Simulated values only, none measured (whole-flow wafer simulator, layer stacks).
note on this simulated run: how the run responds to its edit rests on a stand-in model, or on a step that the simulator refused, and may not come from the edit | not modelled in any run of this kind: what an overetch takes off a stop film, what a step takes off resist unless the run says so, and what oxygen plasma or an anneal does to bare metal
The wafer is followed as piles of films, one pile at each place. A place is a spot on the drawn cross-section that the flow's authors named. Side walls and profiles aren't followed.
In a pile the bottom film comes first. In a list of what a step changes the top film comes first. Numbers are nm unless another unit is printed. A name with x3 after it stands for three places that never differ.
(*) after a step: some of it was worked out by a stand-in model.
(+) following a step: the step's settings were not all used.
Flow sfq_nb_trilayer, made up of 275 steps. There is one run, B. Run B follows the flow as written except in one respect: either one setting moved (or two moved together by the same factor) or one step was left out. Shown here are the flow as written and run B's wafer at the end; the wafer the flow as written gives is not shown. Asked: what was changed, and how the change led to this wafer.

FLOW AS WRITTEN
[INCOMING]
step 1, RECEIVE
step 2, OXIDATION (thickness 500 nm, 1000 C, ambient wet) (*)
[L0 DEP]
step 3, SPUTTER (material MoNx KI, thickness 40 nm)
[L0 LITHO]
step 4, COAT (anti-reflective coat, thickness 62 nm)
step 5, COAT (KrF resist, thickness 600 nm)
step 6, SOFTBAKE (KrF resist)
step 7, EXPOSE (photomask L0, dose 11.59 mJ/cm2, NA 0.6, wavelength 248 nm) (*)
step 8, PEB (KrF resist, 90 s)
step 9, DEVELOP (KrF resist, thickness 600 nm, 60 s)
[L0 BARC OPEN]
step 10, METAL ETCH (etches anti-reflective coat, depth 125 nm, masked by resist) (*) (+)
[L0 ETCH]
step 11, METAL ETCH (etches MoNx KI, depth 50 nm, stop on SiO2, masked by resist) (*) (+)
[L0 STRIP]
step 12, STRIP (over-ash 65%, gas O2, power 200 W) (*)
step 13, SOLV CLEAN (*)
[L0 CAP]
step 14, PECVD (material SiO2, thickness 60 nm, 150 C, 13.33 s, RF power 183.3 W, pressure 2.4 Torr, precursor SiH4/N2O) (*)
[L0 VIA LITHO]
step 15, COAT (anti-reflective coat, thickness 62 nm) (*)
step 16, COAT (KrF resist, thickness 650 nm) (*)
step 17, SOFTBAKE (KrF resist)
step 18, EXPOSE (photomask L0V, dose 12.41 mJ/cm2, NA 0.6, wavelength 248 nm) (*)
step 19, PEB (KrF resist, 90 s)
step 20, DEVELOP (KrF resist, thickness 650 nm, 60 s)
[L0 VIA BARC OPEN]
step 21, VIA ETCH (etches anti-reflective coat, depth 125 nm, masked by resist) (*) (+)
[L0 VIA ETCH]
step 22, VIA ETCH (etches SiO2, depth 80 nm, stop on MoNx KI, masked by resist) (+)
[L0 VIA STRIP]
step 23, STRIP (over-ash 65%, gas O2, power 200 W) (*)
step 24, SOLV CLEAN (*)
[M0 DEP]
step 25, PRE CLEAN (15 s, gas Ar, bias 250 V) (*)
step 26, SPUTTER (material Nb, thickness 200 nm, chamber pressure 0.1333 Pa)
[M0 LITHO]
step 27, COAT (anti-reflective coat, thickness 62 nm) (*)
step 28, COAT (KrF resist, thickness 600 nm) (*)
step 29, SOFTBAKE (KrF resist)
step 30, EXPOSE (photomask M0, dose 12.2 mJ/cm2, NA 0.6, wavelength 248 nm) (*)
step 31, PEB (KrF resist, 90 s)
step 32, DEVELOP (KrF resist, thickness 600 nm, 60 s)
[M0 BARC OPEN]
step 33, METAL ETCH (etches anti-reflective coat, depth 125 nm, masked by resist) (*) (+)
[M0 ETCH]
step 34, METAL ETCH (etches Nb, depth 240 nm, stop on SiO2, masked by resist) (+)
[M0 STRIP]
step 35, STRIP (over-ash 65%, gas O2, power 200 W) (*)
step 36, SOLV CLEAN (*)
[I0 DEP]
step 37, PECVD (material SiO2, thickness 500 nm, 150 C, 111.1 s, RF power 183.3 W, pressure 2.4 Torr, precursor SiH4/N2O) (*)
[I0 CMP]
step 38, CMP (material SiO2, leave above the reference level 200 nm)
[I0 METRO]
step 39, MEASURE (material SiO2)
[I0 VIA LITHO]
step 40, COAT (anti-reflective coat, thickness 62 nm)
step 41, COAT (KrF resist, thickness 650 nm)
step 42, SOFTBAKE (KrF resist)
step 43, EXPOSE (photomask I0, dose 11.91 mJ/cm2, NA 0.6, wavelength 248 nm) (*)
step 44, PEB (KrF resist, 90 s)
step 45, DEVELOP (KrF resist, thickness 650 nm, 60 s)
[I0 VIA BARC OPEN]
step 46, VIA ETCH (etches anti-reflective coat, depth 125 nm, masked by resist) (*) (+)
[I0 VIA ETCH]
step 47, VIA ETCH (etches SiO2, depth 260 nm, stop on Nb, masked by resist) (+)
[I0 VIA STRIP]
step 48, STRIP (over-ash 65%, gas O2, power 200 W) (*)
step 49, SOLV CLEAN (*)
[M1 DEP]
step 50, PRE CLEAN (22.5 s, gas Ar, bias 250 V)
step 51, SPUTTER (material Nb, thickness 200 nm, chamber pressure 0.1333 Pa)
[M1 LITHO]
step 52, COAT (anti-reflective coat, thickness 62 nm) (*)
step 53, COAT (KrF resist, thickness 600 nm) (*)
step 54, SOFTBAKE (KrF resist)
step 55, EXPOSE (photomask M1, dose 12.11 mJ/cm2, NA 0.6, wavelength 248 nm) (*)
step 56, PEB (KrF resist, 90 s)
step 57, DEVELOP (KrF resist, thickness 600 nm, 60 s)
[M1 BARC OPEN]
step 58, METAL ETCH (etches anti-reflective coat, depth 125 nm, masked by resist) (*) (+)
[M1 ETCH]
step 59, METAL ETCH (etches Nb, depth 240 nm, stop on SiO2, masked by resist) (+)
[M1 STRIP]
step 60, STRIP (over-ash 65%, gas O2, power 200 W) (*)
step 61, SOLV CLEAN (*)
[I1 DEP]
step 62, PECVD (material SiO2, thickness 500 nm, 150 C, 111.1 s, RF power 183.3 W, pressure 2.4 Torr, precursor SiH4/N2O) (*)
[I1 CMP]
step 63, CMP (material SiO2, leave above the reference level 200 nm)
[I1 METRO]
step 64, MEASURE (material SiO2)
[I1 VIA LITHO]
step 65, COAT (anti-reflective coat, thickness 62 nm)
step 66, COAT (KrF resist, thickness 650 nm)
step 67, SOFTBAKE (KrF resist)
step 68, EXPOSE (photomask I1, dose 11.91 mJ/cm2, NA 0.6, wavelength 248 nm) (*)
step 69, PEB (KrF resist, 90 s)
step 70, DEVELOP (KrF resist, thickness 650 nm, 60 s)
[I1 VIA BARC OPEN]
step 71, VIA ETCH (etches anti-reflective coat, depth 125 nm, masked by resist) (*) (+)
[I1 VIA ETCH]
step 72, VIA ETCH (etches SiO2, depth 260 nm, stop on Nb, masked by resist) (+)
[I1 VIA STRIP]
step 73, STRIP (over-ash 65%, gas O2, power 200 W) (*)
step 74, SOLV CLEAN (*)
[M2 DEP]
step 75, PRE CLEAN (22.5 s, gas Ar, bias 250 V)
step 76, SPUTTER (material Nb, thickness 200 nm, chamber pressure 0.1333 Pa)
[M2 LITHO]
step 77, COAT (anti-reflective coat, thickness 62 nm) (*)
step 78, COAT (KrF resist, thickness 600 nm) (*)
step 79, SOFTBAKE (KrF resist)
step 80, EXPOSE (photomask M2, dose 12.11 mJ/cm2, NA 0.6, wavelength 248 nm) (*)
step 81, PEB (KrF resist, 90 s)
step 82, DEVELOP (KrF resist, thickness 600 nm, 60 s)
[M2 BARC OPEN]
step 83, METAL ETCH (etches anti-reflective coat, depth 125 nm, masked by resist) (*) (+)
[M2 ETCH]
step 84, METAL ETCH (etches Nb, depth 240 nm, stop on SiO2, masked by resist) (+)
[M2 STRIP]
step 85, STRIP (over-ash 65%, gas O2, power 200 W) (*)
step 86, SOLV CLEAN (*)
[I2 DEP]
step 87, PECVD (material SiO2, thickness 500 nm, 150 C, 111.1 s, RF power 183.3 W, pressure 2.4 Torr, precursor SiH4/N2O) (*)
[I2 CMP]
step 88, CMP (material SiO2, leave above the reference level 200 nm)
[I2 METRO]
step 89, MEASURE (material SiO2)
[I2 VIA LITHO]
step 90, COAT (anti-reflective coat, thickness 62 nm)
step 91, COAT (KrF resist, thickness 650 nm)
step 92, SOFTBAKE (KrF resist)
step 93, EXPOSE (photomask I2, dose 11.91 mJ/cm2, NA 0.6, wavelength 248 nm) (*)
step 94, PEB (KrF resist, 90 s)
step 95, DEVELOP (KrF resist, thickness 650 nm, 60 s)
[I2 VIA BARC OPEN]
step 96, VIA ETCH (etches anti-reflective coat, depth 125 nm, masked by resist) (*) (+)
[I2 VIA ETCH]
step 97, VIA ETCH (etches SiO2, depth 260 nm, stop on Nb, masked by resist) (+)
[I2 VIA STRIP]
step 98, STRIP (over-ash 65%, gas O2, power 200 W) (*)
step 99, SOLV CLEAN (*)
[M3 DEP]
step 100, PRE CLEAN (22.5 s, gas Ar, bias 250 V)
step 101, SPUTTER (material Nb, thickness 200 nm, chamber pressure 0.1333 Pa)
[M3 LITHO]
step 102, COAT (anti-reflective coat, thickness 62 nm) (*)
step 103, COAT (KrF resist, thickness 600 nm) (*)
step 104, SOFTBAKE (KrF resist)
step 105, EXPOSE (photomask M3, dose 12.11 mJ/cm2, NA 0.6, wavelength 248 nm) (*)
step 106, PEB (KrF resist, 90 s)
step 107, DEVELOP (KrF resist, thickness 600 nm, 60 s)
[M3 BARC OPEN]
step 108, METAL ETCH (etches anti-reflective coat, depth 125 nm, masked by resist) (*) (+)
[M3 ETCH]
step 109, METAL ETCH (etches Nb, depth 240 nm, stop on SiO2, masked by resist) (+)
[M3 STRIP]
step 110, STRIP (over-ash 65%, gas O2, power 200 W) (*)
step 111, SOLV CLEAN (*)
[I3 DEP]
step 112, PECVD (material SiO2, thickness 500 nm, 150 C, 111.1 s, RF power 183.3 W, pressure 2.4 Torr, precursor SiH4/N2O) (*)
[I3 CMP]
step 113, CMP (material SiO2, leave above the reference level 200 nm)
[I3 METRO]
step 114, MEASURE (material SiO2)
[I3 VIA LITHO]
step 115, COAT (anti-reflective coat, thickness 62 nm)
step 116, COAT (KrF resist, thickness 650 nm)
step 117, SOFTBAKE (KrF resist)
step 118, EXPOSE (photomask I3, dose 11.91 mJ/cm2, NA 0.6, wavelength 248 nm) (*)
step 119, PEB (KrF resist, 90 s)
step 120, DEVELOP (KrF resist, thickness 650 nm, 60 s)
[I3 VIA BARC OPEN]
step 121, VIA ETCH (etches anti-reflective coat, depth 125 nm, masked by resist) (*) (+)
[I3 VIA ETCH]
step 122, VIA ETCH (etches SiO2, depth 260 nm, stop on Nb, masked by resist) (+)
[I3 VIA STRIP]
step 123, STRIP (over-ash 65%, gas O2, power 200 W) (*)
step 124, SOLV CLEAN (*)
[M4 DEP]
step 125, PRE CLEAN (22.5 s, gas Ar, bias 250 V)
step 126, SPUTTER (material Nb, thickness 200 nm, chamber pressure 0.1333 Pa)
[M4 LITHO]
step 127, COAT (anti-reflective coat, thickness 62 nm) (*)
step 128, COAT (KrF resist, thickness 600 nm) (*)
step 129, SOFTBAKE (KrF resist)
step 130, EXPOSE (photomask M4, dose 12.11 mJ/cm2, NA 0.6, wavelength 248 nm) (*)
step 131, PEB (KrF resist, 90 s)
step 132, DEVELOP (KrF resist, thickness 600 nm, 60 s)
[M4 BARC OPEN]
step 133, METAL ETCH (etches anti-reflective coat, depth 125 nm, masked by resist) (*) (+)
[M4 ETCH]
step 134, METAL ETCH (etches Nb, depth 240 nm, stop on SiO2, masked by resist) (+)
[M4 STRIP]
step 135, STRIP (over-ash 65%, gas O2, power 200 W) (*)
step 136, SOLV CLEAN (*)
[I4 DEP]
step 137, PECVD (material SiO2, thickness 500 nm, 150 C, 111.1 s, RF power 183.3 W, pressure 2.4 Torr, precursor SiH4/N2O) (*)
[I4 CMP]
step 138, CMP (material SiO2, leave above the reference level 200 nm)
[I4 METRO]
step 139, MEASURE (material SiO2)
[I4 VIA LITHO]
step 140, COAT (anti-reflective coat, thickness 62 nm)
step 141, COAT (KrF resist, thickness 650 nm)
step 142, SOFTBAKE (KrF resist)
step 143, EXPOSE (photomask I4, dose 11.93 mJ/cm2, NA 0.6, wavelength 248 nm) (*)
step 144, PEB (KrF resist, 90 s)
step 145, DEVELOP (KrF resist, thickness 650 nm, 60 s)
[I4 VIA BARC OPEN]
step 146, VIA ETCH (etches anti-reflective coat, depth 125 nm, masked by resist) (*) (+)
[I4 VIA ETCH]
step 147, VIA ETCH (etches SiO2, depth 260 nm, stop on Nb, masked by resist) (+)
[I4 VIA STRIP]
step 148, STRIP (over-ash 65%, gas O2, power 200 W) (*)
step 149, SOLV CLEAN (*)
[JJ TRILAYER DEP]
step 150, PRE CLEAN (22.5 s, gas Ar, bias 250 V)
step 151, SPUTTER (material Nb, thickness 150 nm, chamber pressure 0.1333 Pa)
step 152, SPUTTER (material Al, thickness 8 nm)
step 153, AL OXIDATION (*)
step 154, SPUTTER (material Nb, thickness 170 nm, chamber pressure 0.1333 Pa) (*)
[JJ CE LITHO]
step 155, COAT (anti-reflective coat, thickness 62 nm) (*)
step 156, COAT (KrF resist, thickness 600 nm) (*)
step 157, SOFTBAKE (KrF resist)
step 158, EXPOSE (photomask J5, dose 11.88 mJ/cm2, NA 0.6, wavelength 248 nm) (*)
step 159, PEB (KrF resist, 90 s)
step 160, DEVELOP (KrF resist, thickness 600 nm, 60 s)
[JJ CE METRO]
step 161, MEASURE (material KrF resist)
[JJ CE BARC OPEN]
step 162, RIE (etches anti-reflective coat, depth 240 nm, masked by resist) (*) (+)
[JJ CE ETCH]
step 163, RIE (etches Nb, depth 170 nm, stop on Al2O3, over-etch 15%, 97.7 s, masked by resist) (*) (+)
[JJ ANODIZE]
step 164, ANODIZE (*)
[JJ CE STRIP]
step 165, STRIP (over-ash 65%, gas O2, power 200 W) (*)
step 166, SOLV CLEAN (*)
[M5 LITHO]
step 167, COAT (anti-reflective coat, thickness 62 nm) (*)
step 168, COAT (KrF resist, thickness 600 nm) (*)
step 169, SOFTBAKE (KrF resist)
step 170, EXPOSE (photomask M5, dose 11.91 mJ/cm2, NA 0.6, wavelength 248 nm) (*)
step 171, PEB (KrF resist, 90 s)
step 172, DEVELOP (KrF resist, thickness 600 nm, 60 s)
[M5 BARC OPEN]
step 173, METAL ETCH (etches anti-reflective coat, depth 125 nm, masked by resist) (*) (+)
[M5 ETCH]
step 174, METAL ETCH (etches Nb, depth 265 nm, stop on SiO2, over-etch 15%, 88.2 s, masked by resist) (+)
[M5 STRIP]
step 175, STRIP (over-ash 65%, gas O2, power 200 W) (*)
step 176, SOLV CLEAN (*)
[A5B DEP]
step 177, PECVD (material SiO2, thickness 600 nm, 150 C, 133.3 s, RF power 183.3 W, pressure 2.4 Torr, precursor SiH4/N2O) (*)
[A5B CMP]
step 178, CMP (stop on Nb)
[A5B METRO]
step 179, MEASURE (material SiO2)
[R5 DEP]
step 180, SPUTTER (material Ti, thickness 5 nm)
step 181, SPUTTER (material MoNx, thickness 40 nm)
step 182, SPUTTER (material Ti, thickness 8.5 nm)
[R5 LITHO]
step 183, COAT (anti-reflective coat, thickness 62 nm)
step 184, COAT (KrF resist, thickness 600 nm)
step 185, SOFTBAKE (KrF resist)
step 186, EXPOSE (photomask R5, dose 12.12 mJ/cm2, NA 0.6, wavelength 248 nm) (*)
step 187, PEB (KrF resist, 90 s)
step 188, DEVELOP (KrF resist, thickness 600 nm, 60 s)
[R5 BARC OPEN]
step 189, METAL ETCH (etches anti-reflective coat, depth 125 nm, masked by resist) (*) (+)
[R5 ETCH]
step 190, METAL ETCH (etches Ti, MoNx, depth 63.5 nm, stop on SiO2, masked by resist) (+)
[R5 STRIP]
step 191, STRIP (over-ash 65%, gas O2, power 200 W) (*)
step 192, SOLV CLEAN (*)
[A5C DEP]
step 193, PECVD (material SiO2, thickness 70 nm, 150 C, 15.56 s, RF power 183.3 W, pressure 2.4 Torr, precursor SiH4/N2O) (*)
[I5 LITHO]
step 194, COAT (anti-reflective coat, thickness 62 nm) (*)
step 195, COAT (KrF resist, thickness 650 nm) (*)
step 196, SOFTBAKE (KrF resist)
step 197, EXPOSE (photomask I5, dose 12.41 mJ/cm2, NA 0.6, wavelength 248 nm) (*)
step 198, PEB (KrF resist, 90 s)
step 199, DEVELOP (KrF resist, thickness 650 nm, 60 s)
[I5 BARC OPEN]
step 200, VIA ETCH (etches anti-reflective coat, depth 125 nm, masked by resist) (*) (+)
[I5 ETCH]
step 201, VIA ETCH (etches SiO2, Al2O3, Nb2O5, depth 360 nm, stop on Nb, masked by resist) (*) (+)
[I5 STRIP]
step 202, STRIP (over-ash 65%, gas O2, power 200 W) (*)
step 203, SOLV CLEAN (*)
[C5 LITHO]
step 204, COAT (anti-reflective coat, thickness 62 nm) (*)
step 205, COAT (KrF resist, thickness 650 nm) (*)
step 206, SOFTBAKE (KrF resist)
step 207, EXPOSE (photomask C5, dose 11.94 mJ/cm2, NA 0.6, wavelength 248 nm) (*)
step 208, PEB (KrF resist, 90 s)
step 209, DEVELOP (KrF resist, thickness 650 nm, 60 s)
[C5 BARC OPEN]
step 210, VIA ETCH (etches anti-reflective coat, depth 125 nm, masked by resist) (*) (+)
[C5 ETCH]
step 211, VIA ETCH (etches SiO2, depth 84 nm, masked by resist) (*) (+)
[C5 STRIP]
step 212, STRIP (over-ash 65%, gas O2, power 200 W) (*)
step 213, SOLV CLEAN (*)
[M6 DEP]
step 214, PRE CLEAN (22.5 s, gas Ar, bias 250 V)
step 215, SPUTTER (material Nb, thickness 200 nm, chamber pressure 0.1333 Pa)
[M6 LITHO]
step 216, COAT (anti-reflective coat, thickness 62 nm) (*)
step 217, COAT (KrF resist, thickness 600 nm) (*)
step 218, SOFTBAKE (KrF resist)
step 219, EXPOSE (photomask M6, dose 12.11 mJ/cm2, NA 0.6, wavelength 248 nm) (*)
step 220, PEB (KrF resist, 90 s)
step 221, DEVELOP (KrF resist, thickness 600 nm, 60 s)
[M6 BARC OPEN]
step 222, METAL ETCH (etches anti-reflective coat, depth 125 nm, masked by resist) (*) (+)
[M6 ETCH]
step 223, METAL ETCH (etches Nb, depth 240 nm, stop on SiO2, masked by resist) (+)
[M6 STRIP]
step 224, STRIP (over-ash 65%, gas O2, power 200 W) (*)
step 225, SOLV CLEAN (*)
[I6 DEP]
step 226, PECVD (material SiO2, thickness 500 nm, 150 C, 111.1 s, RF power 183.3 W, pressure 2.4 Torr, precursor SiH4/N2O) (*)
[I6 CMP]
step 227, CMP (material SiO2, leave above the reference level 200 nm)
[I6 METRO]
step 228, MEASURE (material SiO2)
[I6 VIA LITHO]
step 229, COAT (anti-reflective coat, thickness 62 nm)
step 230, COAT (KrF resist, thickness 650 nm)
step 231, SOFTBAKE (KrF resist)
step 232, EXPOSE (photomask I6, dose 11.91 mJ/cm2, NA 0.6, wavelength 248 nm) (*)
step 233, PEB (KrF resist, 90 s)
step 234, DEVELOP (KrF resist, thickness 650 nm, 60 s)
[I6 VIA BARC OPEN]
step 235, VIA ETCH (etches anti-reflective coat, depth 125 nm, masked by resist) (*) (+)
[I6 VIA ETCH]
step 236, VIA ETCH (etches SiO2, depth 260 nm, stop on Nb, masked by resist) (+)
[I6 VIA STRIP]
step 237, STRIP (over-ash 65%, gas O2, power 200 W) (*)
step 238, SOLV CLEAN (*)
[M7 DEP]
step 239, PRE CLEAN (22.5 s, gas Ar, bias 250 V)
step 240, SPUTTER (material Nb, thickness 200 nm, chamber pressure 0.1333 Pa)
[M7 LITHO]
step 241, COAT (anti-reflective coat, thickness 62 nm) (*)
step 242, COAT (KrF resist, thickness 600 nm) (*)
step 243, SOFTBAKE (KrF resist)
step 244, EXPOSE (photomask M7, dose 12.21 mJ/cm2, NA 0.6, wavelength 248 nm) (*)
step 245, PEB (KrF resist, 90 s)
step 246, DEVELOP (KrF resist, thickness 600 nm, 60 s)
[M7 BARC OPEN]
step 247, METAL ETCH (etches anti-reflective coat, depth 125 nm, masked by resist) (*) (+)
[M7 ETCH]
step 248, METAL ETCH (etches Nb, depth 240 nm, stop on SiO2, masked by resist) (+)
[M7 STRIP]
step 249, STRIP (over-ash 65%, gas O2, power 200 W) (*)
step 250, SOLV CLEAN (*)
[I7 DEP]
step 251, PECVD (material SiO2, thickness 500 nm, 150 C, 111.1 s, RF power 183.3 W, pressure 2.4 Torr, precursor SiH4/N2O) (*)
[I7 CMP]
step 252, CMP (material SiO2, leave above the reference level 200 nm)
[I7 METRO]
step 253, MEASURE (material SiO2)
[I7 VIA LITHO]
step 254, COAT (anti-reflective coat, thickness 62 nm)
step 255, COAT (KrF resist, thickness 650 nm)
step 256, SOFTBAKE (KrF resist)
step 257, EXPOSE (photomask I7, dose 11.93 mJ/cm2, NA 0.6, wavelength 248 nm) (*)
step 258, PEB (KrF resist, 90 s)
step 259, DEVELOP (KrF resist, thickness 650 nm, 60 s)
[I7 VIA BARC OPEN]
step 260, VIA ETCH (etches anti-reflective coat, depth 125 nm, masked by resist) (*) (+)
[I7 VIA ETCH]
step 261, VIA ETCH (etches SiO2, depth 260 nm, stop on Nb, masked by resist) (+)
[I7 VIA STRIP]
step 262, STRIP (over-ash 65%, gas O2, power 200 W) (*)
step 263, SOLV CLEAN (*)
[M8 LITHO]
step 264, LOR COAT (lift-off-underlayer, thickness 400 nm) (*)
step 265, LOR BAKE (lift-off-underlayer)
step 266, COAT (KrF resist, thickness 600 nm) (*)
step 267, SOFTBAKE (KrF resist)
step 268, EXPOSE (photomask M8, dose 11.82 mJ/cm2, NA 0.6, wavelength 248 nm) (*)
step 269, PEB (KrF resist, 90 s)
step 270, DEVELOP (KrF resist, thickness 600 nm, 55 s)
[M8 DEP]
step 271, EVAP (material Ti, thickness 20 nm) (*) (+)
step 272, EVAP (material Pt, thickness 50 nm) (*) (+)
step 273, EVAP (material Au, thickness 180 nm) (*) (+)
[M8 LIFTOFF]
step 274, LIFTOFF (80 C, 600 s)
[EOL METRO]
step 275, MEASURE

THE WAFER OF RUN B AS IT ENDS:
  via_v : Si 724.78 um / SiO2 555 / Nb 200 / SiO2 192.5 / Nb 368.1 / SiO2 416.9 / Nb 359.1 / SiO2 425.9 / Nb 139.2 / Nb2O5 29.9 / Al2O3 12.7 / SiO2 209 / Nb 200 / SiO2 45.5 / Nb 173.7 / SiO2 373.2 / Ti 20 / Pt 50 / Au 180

What caused this: step 236, VIA ETCH: depth 146.8 nm was run, whereas the flow has depth 260 nm.

The path from the change to this, step by step:
  step 236, VIA ETCH (etches SiO2, depth 260 nm, stop on Nb, masked by resist) (+)
      via_v: -146.8 SiO2 (it would be, as written: -199.8 SiO2 (all of it))
      field_l, v_sur, via_wl and 102 more: -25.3 KrF resist (it would be, as written: -44.8 KrF resist)
  step 237, STRIP (over-ash 65%, gas O2, power 200 W) (*)
      field_l, v_sur, via_wl and 102 more: -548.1 KrF resist (all of it), -62 anti-reflective coat (all of it) (it would be, as written: -528.6 KrF resist (all of it), -62 anti-reflective coat (all of it))
  step 239, PRE CLEAN (22.5 s, gas Ar, bias 250 V)
      via_v: -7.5 SiO2 (it would be, as written: -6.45 Nb)
  step 240, SPUTTER (material Nb, thickness 200 nm, chamber pressure 0.1333 Pa)
      via_v: +173.7 Nb (new film) (it would be, as written: +161.1 Nb)
  step 241, COAT (anti-reflective coat, thickness 62 nm) (*)
      via_v: +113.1 anti-reflective coat (new film) (it would be, as written: +126 anti-reflective coat (new film))
  step 242, COAT (KrF resist, thickness 600 nm) (*)
      via_v: +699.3 KrF resist (new film) (it would be, as written: +742.5 KrF resist (new film))
  step 249, STRIP (over-ash 65%, gas O2, power 200 W) (*)
      via_v: -481.4 KrF resist (all of it), -113.1 anti-reflective coat (all of it) (it would be, as written: -524.5 KrF resist (all of it), -126 anti-reflective coat (all of it))
  step 251, PECVD (material SiO2, thickness 500 nm, 150 C, 111.1 s, RF power 183.3 W, pressure 2.4 Torr, precursor SiH4/N2O) (*)
      via_v: +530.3 SiO2 (new film) (it would be, as written: +621 SiO2 (new film))
  step 252, CMP (material SiO2, leave above the reference level 200 nm)
      via_v: -157.1 SiO2 (it would be, as written: -183.1 SiO2)
If metal films that touch count as one body, via_v has 7 bodies (between them, from the top down: SiO2 373.2; SiO2 45.5; SiO2 209 / Al2O3 12.7 / Nb2O5 29.9; SiO2 425.9; SiO2 416.9; SiO2 192.5); the flow as written gives 6 bodies (between them, from the top down: SiO2 437.8; SiO2 209 / Al2O3 12.7 / Nb2O5 29.9; SiO2 425.9; SiO2 416.9; SiO2 192.5).
